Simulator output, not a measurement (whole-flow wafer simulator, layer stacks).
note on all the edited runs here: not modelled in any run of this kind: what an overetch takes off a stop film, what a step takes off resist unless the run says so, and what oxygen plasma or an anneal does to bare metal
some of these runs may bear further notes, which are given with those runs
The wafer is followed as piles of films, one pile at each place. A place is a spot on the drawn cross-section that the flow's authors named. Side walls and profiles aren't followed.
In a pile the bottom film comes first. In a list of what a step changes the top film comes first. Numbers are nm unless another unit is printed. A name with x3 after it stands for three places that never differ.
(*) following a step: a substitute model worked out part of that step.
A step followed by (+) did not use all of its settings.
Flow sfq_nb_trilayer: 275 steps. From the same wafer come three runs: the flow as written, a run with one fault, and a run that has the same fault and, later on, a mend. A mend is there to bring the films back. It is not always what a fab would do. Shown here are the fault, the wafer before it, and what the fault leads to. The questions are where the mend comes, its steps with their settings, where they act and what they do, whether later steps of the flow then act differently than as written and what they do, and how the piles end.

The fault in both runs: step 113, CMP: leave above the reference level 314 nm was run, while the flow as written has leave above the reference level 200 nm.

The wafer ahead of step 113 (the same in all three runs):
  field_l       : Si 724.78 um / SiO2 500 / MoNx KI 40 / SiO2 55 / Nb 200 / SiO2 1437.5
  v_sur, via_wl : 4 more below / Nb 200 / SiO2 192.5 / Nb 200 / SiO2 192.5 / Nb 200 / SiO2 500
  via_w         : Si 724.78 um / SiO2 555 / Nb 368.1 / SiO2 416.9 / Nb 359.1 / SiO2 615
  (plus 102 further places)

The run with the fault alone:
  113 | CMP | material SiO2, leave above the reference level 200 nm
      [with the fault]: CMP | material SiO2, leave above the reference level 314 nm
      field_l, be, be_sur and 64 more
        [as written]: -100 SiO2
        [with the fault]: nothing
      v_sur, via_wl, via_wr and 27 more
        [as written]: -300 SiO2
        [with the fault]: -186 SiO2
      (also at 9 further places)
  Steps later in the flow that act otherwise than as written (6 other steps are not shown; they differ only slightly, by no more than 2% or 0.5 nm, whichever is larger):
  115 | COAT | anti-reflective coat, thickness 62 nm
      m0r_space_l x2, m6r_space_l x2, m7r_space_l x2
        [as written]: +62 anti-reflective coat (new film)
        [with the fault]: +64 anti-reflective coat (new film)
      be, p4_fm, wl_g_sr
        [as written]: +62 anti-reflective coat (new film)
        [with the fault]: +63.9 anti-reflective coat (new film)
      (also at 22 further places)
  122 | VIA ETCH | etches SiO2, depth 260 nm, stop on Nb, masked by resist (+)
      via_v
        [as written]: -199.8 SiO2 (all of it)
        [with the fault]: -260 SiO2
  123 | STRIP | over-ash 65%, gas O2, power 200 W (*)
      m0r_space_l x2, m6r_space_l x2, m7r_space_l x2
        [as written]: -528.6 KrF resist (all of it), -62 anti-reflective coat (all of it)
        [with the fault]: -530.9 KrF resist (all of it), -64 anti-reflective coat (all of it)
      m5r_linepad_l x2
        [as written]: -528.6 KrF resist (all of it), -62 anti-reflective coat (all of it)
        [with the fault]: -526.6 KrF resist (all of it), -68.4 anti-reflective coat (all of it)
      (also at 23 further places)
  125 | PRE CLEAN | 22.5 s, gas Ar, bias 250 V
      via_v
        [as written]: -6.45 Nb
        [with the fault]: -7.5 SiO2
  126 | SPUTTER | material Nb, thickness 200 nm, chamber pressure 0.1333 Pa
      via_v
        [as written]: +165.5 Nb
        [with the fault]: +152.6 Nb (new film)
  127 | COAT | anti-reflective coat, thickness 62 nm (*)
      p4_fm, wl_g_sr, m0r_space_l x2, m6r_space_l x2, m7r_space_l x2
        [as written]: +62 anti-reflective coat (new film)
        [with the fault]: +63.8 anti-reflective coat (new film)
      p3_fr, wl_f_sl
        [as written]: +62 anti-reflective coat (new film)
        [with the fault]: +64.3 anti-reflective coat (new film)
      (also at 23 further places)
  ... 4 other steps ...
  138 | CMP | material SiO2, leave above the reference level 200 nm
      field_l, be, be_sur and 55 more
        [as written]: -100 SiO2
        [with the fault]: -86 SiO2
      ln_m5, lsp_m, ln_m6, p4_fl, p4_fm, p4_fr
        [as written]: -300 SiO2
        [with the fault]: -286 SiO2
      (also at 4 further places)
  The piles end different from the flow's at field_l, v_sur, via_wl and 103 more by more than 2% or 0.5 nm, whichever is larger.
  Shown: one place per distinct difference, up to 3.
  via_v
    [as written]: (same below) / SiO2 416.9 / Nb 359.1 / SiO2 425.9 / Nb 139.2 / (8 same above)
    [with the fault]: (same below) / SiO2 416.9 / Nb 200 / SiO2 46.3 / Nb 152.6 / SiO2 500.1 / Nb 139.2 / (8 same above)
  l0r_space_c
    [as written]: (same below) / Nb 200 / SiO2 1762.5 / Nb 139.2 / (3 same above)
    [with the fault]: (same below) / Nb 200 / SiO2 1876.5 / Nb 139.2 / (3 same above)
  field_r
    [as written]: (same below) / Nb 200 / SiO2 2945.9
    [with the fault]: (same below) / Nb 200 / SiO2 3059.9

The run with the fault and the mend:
  After step 114 comes the mend.
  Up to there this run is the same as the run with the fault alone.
  114a | CMP | material SiO2, leave above the reference level 200 nm (the flow's step 113 again)
      field_l, be, be_sur and 64 more
        -100 SiO2
      v_sur, via_wl, via_w and 36 more
        -114 SiO2
  Later steps of the flow that are run all act as written at every place that is followed.
  By the end, the piles equal the flow's at every place that both follow.
